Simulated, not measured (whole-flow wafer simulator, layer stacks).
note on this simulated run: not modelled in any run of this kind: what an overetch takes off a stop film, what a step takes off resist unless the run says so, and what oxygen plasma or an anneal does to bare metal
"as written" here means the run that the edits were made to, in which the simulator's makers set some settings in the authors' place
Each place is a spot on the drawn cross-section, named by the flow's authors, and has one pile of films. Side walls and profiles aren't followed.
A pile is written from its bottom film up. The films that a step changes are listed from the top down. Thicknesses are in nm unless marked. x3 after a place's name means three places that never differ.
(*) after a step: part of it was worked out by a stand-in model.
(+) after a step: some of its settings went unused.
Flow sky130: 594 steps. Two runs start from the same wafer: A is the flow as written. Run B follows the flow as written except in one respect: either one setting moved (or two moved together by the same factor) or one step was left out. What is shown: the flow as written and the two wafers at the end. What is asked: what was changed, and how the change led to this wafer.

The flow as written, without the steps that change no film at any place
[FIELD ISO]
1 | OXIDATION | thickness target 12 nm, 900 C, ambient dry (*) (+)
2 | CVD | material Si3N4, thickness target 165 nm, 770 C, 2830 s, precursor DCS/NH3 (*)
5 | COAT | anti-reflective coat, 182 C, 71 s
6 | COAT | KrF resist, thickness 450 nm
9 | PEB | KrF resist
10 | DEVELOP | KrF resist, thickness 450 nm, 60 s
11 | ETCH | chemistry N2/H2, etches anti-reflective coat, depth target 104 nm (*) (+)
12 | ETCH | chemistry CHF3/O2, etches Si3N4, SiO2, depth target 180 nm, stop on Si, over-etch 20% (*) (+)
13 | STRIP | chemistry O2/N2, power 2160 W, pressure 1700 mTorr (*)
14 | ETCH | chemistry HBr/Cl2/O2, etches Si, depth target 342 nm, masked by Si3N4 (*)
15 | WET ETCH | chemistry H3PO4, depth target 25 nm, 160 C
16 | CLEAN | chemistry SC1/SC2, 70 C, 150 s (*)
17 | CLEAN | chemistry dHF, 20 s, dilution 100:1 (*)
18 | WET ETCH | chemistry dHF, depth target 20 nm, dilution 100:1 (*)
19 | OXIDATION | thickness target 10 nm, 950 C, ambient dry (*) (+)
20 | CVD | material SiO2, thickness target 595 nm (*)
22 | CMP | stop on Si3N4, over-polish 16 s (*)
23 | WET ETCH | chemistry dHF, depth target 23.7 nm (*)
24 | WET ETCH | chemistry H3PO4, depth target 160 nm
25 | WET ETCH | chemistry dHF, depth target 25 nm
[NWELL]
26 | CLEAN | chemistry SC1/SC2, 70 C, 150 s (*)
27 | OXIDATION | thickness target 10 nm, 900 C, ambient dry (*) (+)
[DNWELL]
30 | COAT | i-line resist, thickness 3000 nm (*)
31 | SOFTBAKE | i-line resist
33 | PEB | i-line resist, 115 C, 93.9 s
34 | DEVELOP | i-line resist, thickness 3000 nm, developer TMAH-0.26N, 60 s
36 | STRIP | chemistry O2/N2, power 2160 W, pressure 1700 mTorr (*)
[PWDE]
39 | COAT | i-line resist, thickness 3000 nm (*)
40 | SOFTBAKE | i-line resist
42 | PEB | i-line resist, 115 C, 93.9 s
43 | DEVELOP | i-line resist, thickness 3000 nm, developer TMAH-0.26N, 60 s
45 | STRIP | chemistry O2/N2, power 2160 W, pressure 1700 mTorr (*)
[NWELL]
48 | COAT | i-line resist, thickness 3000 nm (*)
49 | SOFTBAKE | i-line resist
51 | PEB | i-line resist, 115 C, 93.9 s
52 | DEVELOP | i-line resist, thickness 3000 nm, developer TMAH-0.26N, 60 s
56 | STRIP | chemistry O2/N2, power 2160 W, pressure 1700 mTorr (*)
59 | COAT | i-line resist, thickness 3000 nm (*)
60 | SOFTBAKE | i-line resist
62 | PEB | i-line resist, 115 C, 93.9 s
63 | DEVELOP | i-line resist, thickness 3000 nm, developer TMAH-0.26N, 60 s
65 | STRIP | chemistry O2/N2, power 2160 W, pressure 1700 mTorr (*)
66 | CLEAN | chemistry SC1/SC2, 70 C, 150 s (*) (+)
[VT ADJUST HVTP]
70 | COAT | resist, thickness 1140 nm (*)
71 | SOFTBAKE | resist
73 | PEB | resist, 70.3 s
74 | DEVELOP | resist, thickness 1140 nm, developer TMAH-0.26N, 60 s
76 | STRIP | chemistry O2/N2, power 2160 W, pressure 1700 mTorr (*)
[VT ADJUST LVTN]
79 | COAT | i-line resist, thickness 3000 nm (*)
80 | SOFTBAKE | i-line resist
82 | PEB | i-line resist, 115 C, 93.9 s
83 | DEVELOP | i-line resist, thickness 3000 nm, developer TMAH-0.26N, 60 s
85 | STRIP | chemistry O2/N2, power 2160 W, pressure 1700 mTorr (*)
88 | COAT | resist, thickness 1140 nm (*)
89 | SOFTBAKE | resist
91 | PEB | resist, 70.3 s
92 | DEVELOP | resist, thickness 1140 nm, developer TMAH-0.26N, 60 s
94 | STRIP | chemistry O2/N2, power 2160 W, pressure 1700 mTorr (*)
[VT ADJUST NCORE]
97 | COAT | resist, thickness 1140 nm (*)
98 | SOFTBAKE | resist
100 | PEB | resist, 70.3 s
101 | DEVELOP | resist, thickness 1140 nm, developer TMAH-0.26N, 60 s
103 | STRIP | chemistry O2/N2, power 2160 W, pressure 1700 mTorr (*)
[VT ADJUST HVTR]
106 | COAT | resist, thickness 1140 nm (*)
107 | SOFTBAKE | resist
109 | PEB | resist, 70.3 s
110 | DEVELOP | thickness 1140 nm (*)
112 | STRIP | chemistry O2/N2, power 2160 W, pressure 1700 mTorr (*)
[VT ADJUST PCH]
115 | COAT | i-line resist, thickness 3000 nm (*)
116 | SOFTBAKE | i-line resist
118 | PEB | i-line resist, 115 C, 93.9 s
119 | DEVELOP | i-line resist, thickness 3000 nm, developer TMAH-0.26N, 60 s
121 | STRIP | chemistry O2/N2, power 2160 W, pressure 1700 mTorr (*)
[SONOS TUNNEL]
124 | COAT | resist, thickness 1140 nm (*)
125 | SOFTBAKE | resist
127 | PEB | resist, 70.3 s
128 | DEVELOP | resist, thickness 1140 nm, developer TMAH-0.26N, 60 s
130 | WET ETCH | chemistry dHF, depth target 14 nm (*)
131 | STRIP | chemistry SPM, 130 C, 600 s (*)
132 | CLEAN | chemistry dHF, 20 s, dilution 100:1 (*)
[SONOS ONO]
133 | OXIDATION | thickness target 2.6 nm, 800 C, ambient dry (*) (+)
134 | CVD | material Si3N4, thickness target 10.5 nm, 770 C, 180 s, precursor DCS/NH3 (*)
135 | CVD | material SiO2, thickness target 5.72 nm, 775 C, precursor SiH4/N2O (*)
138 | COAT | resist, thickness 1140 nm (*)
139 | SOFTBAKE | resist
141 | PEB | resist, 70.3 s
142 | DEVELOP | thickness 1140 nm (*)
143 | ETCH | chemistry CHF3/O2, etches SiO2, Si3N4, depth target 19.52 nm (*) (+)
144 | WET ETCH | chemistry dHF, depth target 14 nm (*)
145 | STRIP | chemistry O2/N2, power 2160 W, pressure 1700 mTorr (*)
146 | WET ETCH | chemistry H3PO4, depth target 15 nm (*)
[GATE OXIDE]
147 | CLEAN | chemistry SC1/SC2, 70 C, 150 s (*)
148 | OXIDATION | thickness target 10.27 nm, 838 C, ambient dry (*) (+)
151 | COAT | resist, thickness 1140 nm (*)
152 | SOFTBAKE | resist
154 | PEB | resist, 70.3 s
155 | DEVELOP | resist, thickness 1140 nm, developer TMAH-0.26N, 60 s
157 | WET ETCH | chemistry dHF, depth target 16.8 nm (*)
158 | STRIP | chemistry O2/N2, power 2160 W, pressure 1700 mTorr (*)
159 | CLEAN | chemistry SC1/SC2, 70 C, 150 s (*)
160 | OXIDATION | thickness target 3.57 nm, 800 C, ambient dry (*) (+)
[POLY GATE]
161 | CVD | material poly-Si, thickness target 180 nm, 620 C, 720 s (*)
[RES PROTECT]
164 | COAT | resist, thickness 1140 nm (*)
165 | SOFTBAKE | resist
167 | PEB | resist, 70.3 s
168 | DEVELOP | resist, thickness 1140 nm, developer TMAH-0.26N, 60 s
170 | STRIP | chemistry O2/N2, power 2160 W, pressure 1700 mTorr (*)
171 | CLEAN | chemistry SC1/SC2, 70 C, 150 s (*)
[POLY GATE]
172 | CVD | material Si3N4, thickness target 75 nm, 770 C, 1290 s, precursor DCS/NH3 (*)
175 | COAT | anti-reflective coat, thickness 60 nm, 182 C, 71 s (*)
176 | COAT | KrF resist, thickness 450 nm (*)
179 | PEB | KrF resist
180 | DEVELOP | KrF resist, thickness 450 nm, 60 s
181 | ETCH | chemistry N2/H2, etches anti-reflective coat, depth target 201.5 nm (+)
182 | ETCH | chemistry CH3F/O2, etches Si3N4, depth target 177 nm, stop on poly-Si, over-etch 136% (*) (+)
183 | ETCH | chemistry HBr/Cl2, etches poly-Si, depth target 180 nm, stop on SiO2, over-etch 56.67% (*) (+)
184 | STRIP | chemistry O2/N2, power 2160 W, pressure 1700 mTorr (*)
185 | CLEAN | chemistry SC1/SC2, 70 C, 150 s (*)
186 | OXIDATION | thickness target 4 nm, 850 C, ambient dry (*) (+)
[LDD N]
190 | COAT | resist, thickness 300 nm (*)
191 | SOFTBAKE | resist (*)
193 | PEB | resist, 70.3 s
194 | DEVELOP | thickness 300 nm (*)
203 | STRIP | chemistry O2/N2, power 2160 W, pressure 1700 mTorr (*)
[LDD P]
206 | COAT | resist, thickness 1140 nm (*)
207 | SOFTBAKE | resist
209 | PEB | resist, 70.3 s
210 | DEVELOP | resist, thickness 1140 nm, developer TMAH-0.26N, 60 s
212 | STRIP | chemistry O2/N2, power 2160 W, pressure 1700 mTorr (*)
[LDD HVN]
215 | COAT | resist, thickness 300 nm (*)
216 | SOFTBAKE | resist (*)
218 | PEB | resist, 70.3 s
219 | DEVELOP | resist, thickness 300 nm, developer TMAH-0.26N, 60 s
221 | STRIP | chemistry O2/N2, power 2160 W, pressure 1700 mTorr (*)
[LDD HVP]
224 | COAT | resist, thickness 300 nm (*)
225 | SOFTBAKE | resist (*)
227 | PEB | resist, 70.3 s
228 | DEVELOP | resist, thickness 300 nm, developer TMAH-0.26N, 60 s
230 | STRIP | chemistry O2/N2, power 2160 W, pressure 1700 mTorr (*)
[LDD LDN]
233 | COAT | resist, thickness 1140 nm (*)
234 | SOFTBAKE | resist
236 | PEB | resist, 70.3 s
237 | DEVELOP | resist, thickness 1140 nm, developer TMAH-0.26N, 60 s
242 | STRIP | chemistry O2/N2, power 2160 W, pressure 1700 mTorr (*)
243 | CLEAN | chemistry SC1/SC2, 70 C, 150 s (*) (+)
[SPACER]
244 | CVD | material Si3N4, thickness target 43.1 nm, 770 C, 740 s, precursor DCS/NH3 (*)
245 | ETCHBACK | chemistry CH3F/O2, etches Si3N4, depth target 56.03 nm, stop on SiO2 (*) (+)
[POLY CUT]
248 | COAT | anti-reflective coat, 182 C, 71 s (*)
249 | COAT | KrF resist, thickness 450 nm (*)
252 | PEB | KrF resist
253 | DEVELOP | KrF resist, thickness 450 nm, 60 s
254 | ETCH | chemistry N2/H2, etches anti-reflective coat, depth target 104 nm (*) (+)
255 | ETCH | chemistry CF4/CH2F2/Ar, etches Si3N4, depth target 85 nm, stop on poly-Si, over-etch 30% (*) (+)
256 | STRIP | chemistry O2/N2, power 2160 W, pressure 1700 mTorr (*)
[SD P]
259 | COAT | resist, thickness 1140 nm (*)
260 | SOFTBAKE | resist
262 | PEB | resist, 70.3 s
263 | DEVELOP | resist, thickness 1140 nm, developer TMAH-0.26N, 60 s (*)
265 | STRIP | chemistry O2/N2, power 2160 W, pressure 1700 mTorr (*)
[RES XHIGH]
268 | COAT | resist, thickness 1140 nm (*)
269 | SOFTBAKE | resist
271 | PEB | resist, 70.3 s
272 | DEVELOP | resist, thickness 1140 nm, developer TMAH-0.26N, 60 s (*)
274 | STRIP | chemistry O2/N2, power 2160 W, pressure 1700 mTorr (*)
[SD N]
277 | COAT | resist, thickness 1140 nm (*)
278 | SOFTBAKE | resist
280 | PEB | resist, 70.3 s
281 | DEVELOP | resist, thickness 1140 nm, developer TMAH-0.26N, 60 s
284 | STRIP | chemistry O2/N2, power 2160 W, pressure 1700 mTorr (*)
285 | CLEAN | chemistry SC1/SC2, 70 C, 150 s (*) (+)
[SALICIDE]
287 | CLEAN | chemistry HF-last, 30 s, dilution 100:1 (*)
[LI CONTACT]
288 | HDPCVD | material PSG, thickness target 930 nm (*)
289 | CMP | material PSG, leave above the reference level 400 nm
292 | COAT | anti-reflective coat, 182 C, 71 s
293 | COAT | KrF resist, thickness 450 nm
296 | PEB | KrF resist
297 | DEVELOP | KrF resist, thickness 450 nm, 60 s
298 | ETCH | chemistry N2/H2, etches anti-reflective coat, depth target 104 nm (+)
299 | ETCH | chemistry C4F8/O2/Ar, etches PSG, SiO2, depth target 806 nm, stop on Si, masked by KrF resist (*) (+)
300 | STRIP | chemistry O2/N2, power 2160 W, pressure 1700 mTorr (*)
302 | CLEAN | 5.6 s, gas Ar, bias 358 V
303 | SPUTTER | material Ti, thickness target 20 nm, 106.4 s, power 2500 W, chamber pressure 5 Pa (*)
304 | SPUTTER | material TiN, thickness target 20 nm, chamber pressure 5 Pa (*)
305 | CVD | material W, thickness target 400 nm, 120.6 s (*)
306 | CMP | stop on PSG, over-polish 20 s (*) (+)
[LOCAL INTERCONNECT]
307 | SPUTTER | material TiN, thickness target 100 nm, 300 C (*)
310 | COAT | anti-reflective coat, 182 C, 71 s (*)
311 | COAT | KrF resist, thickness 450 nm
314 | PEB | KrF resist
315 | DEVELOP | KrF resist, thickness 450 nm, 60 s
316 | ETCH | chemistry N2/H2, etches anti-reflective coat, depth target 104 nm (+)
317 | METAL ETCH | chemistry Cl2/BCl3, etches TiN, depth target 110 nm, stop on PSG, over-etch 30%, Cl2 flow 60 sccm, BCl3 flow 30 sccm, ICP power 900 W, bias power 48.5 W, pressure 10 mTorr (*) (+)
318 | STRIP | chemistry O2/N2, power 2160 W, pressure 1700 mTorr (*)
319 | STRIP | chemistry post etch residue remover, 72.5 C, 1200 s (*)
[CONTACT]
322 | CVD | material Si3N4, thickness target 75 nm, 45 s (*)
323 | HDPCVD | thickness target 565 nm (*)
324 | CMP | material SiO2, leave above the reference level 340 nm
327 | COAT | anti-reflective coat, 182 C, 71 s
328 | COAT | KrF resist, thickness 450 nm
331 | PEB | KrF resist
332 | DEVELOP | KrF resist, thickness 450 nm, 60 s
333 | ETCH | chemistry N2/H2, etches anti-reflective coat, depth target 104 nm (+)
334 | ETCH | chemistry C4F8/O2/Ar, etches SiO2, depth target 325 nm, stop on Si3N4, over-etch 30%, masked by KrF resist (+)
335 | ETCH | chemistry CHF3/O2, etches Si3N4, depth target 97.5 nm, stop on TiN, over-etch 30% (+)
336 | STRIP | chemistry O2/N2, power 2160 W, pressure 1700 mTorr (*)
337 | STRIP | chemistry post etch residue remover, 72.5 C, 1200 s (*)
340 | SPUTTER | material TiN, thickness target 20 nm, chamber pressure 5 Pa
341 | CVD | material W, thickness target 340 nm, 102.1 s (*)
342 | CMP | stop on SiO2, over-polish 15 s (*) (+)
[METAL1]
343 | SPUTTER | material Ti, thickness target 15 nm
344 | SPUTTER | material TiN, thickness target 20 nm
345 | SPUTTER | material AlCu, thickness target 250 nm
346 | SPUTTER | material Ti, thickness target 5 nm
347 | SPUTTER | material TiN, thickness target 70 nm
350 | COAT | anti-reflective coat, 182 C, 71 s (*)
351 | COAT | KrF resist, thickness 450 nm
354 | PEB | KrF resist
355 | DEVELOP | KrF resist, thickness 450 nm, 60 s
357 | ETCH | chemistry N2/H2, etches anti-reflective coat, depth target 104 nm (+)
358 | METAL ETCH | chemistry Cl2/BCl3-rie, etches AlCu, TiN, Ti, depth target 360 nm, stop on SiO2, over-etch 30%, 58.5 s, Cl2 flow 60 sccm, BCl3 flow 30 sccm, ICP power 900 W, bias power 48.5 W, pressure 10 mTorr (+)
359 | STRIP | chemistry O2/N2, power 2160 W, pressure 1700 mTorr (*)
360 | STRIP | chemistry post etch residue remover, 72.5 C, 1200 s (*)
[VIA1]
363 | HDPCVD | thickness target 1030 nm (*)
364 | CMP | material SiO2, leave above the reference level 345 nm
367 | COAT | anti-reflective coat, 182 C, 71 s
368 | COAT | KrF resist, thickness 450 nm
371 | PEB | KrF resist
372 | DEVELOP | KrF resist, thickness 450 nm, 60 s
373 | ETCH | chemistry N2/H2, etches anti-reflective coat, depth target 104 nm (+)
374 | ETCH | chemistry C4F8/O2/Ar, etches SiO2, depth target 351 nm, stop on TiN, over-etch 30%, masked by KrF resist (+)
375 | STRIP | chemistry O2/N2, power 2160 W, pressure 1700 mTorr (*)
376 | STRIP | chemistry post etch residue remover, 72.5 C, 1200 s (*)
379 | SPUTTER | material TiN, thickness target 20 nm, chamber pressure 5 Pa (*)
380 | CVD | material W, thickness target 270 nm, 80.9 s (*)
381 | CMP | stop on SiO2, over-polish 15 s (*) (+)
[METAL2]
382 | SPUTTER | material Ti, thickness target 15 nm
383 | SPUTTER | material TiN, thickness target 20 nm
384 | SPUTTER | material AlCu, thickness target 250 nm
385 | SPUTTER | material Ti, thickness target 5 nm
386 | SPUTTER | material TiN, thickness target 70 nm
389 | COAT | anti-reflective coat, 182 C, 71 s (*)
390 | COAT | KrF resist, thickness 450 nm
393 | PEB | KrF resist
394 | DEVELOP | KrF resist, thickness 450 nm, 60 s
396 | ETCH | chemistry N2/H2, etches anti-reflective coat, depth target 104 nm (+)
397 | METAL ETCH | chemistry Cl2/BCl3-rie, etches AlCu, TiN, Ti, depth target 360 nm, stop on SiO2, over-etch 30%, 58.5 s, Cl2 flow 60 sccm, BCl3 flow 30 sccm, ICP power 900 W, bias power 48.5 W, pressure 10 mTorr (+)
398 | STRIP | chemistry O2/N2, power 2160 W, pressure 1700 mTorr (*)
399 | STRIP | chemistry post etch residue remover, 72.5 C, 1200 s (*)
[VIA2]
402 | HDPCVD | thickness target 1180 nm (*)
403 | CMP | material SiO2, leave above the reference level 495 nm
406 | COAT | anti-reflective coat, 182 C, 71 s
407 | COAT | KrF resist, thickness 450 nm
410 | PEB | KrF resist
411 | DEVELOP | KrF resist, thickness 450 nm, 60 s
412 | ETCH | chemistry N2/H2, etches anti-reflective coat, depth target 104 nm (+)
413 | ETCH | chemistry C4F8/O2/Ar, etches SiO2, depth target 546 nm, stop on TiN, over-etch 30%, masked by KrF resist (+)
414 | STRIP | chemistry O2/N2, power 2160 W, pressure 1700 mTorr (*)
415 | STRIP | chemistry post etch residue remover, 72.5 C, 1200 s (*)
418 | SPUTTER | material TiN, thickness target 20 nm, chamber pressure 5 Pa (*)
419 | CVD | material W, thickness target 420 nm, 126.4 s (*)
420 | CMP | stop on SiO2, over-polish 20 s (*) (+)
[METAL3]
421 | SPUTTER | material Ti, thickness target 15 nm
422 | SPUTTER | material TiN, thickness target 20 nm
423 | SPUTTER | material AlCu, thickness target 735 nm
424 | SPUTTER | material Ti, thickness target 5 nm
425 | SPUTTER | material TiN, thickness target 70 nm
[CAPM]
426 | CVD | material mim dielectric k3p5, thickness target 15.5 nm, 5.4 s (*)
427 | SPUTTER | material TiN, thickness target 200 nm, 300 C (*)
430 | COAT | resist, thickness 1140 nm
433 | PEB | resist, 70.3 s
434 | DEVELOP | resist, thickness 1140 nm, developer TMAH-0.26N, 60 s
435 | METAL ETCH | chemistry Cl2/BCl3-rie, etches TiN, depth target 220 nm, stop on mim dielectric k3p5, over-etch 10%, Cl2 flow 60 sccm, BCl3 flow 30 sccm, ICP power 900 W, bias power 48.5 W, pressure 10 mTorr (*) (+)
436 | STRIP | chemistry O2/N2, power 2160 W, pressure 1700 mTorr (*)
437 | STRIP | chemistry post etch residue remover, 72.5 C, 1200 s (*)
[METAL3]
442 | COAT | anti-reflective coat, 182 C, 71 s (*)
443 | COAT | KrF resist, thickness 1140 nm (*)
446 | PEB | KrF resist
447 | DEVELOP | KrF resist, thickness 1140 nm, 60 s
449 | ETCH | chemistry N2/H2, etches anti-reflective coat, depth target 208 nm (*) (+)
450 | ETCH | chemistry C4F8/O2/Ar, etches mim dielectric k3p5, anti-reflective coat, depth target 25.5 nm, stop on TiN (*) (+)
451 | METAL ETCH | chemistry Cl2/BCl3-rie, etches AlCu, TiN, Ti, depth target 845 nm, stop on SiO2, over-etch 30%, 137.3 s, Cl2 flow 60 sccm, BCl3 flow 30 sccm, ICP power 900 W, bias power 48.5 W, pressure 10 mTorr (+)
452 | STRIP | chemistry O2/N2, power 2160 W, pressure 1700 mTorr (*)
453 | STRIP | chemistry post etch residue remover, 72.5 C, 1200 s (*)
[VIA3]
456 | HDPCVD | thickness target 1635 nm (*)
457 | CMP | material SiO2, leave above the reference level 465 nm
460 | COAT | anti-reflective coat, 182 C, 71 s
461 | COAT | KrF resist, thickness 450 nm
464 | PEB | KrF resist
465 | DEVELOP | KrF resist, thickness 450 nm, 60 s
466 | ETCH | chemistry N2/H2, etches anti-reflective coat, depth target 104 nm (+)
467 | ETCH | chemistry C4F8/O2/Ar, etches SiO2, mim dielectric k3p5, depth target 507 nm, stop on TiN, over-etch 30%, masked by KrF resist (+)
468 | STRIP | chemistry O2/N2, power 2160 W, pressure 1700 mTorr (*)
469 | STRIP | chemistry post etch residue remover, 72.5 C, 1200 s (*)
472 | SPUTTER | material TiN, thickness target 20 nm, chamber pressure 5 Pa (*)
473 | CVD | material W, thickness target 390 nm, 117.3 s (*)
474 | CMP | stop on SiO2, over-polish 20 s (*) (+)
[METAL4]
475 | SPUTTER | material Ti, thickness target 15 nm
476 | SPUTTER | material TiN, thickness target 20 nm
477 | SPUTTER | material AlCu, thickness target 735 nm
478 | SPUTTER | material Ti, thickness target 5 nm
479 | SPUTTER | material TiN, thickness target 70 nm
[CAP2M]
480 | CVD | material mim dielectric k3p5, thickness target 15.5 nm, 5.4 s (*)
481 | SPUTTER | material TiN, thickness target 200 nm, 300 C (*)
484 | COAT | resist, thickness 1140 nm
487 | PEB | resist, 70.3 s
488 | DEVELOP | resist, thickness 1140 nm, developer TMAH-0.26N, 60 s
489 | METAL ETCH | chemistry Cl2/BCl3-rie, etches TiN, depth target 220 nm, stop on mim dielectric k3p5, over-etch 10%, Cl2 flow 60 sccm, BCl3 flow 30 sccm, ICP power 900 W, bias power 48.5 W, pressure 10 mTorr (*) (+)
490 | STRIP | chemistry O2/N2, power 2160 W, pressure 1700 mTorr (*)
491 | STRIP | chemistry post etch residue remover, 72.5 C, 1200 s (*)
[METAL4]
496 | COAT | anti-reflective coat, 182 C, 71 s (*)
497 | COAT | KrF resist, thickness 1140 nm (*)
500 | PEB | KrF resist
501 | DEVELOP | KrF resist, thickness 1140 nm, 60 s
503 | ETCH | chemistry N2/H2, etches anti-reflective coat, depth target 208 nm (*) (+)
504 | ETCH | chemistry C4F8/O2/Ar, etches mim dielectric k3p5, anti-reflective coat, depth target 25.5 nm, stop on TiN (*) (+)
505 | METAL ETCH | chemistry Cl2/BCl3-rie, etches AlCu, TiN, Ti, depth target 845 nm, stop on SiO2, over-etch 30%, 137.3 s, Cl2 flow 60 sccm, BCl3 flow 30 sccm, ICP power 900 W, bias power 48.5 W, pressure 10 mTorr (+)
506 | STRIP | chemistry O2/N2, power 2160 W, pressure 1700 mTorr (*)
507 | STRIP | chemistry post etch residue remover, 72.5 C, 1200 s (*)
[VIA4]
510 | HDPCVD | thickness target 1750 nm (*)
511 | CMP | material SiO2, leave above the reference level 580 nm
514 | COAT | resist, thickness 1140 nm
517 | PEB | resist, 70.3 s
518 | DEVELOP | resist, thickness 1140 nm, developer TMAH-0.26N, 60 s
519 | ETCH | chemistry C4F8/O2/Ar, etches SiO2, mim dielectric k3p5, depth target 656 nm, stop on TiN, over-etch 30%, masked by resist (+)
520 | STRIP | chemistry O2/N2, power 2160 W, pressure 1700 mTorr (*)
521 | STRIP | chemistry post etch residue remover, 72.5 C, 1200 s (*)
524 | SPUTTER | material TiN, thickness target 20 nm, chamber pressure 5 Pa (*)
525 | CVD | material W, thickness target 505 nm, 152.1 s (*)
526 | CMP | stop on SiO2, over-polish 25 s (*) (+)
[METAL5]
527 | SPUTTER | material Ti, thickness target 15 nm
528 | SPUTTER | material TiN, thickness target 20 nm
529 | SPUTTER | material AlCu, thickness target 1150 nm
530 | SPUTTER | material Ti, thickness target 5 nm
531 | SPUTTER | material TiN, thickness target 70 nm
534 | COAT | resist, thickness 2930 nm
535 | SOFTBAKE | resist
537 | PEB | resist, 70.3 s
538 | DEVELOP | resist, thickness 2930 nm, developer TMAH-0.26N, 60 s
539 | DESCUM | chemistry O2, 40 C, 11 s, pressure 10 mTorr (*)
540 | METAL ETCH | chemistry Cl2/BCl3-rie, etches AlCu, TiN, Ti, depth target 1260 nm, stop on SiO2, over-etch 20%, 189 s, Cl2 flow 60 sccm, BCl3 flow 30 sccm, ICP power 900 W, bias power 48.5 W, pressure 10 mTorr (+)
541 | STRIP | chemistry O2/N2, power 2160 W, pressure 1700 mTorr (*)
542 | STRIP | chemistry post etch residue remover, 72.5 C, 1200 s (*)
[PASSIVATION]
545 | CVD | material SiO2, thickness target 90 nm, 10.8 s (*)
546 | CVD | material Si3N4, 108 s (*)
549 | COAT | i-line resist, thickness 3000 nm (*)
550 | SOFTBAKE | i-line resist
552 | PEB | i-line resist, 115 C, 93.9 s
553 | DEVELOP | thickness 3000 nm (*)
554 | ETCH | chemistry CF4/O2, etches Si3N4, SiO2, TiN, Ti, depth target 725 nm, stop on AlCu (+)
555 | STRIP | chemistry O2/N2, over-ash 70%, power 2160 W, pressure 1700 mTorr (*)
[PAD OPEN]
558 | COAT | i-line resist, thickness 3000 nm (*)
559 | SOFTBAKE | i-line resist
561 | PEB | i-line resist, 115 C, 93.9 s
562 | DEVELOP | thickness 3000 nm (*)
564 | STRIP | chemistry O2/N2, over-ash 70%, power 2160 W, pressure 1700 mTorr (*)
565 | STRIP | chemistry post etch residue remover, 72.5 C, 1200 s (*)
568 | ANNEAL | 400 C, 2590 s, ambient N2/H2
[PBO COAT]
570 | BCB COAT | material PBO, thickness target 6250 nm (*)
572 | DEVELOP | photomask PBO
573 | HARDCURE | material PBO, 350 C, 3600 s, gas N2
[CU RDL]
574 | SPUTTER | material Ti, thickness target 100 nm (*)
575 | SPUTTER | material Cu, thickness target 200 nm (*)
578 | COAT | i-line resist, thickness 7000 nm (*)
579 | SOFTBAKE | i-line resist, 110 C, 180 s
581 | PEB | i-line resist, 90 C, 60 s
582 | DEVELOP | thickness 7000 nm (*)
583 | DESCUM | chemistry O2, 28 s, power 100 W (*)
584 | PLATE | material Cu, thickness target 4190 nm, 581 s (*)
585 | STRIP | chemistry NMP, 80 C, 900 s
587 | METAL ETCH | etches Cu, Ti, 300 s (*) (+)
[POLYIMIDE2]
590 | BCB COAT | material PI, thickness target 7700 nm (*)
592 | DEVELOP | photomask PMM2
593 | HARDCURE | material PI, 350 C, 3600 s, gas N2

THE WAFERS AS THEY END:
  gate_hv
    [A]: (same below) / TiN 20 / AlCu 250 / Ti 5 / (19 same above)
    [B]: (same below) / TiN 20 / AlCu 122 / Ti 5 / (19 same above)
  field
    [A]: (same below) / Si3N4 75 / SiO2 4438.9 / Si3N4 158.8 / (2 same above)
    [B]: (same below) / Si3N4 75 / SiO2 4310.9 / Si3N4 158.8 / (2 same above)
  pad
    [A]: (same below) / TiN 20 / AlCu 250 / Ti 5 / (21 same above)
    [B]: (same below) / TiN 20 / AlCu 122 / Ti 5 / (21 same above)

What caused this: step 384, SPUTTER: thickness target 122 nm was run, whereas the flow has thickness target 250 nm.
One can read it off the wafer: gate_hv has AlCu 122, and step 384 as written asks for 250 nm.

How this came from the change, step by step:
  384 | SPUTTER | material AlCu, thickness target 250 nm
      field, active, n_well and 188 more: A AlCu gains 250 (new film) | B AlCu gains 122 (new film)
  397 | METAL ETCH | chemistry Cl2/BCl3-rie, etches AlCu, TiN, Ti, depth target 360 nm, stop on SiO2, over-etch 30%, 58.5 s, Cl2 flow 60 sccm, BCl3 flow 30 sccm, ICP power 900 W, bias power 48.5 W, pressure 10 mTorr (+)
      field, active, gate and 82 more: A TiN loses 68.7 (all of it), Ti loses 5 (all of it), AlCu loses 250 (all of it), TiN loses 20 (all of it), Ti loses 15 (all of it), SiO2 loses 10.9 | B TiN loses 68.7 (all of it), Ti loses 5 (all of it), AlCu loses 122 (all of it), TiN loses 20 (all of it), Ti loses 15 (all of it), SiO2 loses 23.7
  403 | CMP | material SiO2, leave above the reference level 495 nm
      field, active, gate and 82 more: A SiO2 loses 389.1 | B SiO2 loses 504.3
